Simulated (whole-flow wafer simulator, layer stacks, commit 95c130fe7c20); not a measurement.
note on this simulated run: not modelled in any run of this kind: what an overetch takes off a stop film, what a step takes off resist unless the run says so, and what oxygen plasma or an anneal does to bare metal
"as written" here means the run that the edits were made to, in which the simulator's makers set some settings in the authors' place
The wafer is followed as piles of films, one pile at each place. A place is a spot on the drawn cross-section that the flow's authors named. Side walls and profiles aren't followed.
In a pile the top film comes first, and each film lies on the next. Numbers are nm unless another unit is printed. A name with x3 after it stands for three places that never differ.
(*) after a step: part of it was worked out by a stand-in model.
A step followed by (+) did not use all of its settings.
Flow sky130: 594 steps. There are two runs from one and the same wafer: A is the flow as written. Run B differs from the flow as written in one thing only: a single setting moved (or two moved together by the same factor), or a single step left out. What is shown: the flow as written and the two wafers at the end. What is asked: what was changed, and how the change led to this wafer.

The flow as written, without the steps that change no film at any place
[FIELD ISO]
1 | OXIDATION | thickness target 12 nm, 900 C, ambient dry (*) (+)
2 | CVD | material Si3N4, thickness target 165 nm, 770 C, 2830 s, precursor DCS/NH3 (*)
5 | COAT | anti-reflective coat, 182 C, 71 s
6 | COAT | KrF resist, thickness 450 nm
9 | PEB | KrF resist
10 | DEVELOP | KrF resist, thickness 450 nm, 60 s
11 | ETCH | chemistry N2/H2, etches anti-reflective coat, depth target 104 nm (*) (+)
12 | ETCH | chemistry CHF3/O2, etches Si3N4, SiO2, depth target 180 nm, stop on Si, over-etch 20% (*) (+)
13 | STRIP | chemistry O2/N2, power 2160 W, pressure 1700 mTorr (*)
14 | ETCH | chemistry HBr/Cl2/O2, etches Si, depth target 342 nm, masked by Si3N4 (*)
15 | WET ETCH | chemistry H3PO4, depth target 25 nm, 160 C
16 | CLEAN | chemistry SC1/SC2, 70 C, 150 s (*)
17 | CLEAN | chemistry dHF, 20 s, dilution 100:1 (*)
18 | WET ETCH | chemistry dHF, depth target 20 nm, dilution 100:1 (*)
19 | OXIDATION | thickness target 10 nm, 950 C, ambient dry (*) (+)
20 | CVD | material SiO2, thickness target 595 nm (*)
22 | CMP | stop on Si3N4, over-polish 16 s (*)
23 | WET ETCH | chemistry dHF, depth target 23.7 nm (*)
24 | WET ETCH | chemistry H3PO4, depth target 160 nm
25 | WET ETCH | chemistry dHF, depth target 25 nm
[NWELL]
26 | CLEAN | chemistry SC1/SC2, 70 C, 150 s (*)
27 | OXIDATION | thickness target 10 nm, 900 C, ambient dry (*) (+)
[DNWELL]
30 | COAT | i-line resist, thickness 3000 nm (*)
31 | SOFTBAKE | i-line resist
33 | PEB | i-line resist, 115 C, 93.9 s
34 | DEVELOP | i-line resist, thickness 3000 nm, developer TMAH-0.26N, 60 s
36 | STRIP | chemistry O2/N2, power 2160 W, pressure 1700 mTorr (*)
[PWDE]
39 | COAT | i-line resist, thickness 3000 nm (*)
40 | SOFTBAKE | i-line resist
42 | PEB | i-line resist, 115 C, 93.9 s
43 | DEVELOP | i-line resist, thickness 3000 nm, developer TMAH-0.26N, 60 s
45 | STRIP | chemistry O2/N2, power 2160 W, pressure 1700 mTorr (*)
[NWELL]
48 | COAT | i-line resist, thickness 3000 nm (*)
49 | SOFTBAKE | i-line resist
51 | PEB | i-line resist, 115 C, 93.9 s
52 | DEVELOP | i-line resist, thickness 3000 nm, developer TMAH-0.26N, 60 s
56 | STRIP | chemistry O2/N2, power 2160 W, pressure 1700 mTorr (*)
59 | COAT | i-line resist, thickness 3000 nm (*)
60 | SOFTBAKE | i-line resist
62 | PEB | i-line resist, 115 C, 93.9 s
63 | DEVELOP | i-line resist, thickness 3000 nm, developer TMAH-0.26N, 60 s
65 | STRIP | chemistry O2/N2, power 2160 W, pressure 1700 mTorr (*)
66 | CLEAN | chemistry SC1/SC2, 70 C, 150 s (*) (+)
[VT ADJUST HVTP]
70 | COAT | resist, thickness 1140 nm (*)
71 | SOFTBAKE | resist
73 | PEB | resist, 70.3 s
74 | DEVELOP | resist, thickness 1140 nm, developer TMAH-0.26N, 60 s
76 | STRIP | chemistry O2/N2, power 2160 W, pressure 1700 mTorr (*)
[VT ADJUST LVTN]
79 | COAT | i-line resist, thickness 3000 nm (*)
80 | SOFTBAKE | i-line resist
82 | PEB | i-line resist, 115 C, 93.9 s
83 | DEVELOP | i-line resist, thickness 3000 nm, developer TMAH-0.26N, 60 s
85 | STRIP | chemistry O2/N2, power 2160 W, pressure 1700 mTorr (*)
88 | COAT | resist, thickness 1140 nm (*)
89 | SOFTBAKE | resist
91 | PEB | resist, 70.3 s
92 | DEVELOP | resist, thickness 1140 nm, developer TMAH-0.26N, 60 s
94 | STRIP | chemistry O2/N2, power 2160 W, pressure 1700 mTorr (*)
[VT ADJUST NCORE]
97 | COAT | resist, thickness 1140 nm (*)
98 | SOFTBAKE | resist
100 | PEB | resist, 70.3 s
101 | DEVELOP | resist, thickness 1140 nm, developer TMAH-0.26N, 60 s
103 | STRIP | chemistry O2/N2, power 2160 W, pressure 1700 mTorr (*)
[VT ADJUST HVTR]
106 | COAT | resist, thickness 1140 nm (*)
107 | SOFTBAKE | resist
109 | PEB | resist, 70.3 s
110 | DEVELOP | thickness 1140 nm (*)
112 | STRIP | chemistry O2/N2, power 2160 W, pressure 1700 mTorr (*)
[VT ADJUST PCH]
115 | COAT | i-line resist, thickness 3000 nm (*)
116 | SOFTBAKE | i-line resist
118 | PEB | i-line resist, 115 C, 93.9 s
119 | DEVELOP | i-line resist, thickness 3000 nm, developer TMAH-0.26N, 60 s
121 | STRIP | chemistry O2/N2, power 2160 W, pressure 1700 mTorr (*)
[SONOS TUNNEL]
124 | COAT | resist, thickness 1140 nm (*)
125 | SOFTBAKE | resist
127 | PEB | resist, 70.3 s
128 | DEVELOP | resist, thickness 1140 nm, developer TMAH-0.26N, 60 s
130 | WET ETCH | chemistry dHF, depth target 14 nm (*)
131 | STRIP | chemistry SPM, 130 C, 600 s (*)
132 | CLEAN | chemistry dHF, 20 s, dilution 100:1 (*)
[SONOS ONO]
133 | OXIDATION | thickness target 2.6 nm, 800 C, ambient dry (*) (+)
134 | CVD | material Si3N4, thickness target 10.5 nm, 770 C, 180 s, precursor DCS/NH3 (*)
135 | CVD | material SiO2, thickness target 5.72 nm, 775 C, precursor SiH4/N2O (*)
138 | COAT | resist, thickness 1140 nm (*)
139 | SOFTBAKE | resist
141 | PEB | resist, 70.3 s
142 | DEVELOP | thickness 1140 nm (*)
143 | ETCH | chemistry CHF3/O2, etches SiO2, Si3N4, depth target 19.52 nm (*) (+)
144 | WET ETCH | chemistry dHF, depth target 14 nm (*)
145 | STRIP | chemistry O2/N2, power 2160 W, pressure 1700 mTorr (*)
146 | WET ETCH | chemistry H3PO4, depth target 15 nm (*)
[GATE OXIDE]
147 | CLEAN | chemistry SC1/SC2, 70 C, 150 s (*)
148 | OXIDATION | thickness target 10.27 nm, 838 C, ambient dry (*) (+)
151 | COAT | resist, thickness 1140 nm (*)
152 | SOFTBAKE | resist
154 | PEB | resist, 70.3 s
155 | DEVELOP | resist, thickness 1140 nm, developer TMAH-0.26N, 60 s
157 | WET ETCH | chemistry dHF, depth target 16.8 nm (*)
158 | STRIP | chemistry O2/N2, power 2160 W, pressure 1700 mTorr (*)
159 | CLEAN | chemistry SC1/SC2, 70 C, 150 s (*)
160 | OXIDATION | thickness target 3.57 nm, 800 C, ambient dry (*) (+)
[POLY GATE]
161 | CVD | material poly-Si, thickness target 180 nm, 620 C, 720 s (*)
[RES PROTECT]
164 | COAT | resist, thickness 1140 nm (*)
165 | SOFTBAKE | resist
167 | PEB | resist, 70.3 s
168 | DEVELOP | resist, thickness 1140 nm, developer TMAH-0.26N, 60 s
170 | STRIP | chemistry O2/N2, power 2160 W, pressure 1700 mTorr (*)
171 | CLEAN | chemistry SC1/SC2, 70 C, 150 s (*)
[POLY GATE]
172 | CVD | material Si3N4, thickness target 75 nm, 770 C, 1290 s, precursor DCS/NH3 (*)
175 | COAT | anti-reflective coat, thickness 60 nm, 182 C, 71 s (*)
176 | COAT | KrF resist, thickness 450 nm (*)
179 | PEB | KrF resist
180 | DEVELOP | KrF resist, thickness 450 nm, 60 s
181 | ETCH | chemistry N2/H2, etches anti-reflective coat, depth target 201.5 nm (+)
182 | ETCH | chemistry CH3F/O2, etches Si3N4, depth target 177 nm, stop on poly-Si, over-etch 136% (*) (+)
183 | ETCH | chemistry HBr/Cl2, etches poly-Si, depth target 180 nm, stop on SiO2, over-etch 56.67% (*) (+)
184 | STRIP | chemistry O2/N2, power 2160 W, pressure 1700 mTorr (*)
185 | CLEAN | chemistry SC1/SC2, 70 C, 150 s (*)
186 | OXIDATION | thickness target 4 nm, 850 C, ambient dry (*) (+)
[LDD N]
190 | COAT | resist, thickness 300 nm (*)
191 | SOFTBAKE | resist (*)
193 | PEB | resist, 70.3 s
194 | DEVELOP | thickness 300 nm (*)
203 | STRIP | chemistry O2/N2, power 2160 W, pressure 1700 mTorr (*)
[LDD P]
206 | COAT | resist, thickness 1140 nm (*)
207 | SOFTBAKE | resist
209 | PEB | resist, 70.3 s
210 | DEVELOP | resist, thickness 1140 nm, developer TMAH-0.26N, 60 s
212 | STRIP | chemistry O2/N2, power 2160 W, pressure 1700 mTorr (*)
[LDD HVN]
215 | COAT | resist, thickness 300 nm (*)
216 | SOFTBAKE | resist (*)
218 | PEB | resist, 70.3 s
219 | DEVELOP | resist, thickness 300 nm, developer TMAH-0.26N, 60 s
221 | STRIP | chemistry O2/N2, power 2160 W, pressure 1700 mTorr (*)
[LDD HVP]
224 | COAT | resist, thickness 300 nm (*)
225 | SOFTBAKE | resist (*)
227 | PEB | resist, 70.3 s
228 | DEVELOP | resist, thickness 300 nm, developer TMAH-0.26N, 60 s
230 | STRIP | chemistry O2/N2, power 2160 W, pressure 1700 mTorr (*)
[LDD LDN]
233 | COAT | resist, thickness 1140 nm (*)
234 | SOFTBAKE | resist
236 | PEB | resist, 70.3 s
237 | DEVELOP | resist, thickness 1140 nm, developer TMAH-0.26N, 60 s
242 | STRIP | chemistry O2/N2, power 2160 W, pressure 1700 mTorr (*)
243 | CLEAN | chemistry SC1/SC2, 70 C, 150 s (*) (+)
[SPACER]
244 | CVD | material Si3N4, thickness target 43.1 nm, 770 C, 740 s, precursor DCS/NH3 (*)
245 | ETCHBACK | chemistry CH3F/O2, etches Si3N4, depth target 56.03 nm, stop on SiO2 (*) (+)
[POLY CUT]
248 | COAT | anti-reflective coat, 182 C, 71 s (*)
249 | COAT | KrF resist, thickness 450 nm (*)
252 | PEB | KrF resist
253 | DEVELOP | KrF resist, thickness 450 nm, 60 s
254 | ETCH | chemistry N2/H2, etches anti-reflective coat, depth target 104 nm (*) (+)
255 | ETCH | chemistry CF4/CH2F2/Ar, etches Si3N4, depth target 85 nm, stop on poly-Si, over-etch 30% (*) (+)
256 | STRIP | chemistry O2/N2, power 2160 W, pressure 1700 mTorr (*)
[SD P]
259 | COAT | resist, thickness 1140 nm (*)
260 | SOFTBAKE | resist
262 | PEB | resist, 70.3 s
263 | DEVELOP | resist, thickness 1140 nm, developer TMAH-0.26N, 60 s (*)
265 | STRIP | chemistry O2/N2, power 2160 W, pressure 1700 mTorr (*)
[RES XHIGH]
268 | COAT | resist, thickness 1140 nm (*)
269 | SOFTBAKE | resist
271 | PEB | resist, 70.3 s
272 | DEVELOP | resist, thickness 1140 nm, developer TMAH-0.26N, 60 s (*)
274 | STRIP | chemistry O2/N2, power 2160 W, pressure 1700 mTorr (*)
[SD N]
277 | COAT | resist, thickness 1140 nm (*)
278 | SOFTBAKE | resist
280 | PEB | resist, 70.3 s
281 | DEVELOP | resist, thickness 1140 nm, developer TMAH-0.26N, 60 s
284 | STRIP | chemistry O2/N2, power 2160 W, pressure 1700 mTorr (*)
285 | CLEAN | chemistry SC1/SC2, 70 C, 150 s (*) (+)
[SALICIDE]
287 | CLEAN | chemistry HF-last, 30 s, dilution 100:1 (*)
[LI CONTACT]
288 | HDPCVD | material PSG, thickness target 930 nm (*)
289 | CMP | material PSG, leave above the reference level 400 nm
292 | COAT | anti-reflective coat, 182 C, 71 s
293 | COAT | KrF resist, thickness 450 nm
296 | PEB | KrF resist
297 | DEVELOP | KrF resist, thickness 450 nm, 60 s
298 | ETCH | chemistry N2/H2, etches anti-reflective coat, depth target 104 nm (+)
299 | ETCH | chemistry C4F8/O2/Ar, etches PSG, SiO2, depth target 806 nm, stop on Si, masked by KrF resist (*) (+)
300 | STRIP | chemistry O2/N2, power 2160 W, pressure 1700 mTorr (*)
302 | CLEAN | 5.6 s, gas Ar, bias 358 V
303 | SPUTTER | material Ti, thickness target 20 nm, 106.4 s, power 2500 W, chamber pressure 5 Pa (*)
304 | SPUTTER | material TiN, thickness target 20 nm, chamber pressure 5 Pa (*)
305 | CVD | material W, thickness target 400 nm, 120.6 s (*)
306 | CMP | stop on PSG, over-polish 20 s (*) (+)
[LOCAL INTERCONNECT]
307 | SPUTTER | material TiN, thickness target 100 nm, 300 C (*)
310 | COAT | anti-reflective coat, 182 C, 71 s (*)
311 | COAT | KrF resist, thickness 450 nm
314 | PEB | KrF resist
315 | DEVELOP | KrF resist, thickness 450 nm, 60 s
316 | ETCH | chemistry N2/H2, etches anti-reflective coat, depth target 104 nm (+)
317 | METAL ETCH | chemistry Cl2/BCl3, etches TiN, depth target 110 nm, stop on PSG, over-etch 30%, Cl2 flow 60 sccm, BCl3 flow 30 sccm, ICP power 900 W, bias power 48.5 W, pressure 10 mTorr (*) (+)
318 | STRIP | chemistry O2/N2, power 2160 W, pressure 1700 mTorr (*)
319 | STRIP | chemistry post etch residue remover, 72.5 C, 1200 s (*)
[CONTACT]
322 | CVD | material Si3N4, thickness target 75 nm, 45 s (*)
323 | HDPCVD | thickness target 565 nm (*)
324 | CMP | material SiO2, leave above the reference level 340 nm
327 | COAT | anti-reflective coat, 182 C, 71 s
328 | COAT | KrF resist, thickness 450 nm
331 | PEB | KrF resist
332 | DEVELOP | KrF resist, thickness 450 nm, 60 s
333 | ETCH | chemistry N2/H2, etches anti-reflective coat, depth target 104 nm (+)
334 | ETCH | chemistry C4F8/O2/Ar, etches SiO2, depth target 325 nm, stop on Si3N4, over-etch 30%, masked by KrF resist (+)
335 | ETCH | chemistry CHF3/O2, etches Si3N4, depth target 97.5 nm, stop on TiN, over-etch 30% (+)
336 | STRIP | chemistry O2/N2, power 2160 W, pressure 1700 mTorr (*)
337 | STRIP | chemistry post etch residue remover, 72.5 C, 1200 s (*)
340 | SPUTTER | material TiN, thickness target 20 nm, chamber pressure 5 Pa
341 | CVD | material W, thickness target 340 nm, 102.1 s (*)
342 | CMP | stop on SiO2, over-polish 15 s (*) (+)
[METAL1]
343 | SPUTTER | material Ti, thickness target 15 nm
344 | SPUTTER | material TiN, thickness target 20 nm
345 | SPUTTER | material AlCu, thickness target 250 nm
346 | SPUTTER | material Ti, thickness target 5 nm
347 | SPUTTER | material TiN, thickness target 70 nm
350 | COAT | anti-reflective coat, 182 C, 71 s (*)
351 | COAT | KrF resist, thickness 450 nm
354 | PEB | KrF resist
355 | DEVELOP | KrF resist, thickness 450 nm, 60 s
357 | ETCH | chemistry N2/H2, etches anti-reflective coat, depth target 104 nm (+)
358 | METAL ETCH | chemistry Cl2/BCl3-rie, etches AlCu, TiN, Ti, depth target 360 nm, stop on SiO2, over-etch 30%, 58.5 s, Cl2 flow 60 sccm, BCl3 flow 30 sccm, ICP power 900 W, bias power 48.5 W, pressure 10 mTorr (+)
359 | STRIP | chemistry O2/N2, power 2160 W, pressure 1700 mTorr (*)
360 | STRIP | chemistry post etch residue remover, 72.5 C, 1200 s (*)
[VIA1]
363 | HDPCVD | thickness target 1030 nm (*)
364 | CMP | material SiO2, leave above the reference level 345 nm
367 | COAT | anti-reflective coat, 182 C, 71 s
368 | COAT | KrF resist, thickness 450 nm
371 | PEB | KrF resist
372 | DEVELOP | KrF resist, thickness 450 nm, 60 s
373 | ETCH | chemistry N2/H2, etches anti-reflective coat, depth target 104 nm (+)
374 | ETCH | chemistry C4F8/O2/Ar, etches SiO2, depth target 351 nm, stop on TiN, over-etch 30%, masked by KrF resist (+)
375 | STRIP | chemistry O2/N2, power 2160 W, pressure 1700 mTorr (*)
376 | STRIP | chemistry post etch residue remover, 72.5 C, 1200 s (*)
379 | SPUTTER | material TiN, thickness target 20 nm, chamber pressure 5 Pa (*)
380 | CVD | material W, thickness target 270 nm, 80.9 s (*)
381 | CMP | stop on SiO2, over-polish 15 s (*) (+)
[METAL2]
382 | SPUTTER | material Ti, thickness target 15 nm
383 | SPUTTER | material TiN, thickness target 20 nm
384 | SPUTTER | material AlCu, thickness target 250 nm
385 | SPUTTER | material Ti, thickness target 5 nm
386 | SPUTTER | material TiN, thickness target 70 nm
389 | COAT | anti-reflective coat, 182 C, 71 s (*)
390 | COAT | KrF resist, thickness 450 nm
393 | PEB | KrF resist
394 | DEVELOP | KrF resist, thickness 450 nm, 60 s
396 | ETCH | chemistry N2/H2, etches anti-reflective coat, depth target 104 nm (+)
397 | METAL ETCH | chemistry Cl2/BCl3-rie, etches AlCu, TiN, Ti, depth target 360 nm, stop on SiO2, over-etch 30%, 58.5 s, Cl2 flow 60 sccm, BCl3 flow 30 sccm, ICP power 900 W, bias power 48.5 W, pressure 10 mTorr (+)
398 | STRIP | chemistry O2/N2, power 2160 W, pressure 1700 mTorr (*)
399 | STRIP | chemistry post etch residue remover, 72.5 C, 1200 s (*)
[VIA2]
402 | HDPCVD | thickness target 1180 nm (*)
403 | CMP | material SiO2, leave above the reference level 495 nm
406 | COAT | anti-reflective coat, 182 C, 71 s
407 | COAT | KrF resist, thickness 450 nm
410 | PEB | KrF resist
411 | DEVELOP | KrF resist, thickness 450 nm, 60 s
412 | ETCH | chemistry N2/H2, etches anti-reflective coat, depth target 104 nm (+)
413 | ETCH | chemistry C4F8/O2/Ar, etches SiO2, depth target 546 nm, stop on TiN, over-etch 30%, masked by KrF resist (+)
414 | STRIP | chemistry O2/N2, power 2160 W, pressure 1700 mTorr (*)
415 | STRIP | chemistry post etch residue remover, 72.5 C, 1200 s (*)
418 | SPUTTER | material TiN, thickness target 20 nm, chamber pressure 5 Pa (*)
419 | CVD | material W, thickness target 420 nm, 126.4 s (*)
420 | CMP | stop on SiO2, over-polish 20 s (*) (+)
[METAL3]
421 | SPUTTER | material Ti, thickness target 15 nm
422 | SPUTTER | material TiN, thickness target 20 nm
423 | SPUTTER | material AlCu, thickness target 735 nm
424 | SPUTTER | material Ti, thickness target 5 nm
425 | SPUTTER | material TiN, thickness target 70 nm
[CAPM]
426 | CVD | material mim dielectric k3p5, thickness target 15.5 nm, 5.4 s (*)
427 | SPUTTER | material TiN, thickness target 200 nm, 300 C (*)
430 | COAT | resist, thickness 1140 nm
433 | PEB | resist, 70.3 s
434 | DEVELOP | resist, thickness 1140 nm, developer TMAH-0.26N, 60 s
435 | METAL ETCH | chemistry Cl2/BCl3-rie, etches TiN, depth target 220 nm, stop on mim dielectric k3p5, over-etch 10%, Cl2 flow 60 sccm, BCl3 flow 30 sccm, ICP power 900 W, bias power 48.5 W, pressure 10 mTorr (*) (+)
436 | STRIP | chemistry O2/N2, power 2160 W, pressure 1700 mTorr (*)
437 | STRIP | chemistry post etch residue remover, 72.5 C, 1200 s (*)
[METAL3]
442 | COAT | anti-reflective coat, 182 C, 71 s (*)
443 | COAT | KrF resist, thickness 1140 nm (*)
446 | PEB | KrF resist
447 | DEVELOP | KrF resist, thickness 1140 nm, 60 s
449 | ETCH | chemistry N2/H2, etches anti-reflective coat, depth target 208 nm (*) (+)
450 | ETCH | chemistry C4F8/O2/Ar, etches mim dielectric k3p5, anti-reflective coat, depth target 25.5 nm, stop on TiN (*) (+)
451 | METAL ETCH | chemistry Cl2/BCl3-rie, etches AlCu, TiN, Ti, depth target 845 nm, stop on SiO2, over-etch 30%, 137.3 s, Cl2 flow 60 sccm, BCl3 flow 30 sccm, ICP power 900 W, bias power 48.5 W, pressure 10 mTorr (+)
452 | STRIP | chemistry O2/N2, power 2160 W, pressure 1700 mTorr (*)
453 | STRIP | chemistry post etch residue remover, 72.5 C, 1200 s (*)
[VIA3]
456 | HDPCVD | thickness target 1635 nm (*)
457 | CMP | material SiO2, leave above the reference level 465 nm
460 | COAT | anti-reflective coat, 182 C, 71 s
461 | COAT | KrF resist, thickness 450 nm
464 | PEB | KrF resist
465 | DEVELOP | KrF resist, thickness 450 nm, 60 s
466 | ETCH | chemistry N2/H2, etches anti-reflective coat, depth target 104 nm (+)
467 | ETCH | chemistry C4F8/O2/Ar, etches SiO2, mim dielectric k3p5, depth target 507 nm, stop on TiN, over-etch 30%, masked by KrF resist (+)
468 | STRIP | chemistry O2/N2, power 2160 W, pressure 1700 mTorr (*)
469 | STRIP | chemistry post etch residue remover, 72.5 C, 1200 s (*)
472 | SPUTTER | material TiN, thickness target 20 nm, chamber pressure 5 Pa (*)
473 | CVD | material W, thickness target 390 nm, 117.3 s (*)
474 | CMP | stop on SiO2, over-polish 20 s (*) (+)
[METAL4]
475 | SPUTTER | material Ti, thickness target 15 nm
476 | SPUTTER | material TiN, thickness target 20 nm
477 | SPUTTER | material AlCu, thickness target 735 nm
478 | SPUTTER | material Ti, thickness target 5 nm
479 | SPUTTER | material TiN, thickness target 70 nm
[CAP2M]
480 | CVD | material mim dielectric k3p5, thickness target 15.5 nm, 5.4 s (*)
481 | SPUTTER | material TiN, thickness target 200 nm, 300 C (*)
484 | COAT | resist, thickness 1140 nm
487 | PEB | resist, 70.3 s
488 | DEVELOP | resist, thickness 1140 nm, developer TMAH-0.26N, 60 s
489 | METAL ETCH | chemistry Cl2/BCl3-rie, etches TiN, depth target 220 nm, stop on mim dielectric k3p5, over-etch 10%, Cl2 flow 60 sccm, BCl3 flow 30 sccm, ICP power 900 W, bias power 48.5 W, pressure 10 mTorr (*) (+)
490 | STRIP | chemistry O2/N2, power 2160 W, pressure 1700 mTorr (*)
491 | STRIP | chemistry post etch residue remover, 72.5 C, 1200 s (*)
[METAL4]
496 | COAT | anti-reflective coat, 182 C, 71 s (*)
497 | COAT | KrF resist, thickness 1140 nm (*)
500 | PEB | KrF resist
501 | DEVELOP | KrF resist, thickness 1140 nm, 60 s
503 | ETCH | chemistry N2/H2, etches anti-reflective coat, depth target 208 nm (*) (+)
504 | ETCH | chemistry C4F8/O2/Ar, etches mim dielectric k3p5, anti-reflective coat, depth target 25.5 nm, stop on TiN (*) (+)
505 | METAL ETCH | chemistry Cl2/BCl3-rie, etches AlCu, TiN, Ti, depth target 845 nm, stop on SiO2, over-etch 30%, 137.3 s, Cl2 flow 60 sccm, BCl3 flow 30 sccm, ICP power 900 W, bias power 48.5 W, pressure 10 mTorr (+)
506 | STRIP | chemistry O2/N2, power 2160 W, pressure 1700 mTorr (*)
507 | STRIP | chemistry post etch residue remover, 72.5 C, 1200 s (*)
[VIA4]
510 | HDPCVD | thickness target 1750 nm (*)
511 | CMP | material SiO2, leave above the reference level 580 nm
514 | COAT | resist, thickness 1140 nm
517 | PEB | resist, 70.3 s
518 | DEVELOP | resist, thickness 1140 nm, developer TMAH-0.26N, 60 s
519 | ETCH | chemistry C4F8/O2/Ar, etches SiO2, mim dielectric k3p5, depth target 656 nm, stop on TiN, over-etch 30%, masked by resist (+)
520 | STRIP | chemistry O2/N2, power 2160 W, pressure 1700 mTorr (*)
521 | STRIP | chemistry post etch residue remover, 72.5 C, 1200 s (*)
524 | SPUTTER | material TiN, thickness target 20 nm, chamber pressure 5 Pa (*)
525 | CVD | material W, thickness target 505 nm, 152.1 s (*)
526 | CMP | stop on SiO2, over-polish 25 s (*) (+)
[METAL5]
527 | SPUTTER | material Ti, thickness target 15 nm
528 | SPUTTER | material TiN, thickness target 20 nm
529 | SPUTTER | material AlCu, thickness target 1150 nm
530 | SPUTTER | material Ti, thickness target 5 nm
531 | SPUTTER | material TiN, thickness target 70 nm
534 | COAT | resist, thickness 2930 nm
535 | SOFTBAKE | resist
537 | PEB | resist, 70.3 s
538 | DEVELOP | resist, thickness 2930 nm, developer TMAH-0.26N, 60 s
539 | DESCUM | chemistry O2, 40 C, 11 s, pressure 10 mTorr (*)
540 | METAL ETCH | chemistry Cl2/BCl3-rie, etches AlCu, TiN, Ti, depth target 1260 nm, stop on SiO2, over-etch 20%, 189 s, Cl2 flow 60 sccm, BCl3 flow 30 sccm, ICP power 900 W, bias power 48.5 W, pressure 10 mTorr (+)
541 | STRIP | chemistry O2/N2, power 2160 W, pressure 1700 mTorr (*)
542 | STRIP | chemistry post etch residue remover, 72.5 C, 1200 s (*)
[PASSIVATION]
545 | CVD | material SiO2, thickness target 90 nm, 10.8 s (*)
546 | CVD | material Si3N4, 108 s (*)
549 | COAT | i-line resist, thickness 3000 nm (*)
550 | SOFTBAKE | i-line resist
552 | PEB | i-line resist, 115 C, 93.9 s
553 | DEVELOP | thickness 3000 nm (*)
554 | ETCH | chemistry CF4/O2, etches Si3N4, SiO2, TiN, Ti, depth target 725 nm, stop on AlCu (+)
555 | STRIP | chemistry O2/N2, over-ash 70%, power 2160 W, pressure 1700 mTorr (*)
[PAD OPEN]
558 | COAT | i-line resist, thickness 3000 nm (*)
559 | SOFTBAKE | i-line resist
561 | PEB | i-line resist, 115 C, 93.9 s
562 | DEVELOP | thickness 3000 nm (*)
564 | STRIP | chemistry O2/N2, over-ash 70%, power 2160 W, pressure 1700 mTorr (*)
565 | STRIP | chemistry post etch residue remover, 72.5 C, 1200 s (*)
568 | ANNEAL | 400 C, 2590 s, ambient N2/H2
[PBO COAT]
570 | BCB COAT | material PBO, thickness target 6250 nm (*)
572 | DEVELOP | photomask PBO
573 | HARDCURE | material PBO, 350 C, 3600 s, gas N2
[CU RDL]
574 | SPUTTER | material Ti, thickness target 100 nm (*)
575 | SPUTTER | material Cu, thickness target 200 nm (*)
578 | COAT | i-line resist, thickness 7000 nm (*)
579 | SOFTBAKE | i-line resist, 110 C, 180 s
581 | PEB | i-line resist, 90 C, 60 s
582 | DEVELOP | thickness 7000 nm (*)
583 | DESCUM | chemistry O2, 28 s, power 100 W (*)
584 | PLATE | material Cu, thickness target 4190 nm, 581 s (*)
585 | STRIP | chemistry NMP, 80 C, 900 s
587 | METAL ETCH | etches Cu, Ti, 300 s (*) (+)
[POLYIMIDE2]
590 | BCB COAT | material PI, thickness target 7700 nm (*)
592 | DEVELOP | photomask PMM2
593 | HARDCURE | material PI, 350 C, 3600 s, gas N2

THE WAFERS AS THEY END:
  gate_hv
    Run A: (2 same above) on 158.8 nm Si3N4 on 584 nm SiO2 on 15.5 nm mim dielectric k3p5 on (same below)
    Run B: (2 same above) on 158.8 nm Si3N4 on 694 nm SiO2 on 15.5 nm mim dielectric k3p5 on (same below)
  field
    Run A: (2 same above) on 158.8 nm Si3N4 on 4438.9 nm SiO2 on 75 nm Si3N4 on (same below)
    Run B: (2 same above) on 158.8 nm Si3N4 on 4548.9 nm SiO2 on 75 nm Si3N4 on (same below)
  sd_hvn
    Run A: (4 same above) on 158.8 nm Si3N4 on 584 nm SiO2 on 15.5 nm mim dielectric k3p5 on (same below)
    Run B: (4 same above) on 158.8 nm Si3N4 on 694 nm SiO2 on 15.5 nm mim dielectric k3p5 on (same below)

Cause: step 511, CMP: leave above the reference level 690 nm was run, whereas the flow has leave above the reference level 580 nm.

The path from the change to this, step by step:
  511 | CMP | material SiO2, leave above the reference level 580 nm
      n_well, p_well, gate_hv and 99 more: A SiO2 loses 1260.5 | B SiO2 loses 1150.5
      field, active, gate and 77 more: A SiO2 loses 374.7 | B SiO2 loses 264.7
      (and at 11 other places as well)
  519 | ETCH | chemistry C4F8/O2/Ar, etches SiO2, mim dielectric k3p5, depth target 656 nm, stop on TiN, over-etch 30%, masked by resist (+)
      m1: A SiO2 loses 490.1 (all of it), mim dielectric k3p5 loses 15.5 (all of it) | B SiO2 loses 600.1 (all of it), mim dielectric k3p5 loses 15.5 (all of it)
      via4_hole: A SiO2 loses 489.5 (all of it), mim dielectric k3p5 loses 15.5 (all of it) | B SiO2 loses 599.5 (all of it), mim dielectric k3p5 loses 15.5 (all of it)
  524 | SPUTTER | material TiN, thickness target 20 nm, chamber pressure 5 Pa (*)
      m1, via4_hole: A TiN gains 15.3 | B TiN gains 14.6
  525 | CVD | material W, thickness target 505 nm, 152.1 s (*)
      m1: A W gains 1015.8 (new film) | B W gains 1126.5 (new film)
      via4_hole: A W gains 1015.2 (new film) | B W gains 1125.8 (new film)
